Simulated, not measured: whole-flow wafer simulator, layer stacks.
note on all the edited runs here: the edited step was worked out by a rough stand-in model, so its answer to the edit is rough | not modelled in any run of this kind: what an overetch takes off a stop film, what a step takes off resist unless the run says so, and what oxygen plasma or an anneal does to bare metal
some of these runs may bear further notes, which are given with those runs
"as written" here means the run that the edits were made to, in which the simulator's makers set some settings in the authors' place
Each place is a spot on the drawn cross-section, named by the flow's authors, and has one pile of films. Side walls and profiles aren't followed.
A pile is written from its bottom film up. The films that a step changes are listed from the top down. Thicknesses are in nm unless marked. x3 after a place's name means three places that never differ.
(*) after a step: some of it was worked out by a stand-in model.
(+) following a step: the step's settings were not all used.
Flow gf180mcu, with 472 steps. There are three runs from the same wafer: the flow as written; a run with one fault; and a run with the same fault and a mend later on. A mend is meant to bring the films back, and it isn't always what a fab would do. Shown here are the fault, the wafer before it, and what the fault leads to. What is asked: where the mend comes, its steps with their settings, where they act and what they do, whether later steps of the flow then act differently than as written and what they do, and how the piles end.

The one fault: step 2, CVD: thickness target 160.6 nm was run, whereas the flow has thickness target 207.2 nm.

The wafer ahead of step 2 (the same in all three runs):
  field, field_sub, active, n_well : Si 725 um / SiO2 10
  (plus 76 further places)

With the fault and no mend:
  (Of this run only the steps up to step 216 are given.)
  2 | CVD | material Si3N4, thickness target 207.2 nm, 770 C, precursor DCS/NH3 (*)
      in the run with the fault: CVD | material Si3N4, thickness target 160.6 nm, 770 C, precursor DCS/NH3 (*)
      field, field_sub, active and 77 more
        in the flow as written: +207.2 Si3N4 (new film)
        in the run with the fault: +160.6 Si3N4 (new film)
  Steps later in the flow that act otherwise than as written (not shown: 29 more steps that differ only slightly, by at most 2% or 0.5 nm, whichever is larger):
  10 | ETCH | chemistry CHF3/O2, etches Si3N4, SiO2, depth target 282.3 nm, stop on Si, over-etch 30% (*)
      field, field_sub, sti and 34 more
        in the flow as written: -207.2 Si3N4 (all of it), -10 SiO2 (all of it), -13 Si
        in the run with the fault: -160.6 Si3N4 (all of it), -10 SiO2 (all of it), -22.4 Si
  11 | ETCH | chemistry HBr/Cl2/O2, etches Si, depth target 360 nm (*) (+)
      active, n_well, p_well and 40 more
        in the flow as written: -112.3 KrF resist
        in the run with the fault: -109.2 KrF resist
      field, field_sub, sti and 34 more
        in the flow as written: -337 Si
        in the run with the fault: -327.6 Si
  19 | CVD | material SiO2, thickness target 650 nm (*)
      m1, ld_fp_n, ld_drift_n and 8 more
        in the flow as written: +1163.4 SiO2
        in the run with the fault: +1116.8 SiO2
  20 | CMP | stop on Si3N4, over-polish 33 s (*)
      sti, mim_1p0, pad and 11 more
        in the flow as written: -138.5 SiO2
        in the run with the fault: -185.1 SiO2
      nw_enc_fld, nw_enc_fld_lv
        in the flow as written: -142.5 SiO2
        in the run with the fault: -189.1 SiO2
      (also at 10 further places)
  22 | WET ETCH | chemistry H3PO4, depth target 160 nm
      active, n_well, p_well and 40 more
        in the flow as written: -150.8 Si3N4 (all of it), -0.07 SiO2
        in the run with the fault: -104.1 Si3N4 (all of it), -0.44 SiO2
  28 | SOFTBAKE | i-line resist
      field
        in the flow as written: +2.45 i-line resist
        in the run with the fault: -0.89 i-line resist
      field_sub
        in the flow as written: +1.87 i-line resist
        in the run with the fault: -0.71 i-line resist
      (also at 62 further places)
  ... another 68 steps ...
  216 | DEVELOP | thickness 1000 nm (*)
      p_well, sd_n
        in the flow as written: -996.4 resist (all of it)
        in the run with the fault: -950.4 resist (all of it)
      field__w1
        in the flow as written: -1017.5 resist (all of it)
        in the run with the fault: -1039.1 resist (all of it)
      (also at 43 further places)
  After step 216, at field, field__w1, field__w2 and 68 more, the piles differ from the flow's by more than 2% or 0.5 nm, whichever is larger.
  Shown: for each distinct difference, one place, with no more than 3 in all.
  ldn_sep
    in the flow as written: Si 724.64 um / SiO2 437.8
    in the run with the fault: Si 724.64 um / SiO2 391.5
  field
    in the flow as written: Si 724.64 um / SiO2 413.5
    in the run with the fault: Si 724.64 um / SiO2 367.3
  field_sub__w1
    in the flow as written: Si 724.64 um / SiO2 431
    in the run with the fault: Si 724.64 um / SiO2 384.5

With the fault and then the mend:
  The mend stands after step 9.
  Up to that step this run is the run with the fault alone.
  9a | STRIP | chemistry O2/N2, power 2160 W, pressure 1700 mTorr (*)
      active, n_well, p_well and 40 more
        -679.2 KrF resist (all of it)
  9b | CVD | material Si3N4, thickness target 46.61 nm, 770 C, precursor DCS/NH3 (*) (the flow's step 2 again, with other settings)
      field, field_sub, active and 77 more
        +46.6 Si3N4
  9c | HMDS | 120 C, 60 s (the flow's step 4 again)
      alters no film at any place that is followed
  9d | COAT | KrF resist, thickness 700 nm (the flow's step 5 again)
      field, field_sub, active and 77 more
        +700 KrF resist (new film)
  9e | SOFTBAKE | KrF resist (the flow's step 6 again)
      alters no film at any place that is followed
  9f | EXPOSE | photomask COMP (the flow's step 7 again)
      alters no film at any place that is followed
  9g | PEB | KrF resist, 135 C, 90 s (the flow's step 8 again)
      field, field_sub, active and 77 more
        -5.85 KrF resist
  9h | DEVELOP | thickness 700 nm, 60 s (the flow's step 9 again)
      active, n_well, p_well and 40 more
        -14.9 KrF resist
      field, field_sub, sti and 34 more
        -694.2 KrF resist (all of it)
  Later steps of the flow that are run all act as written at every place that is followed, up to a difference of at most 2% or 0.5 nm, whichever is larger.
  At every place that both follow, the piles at the end match the flow's.
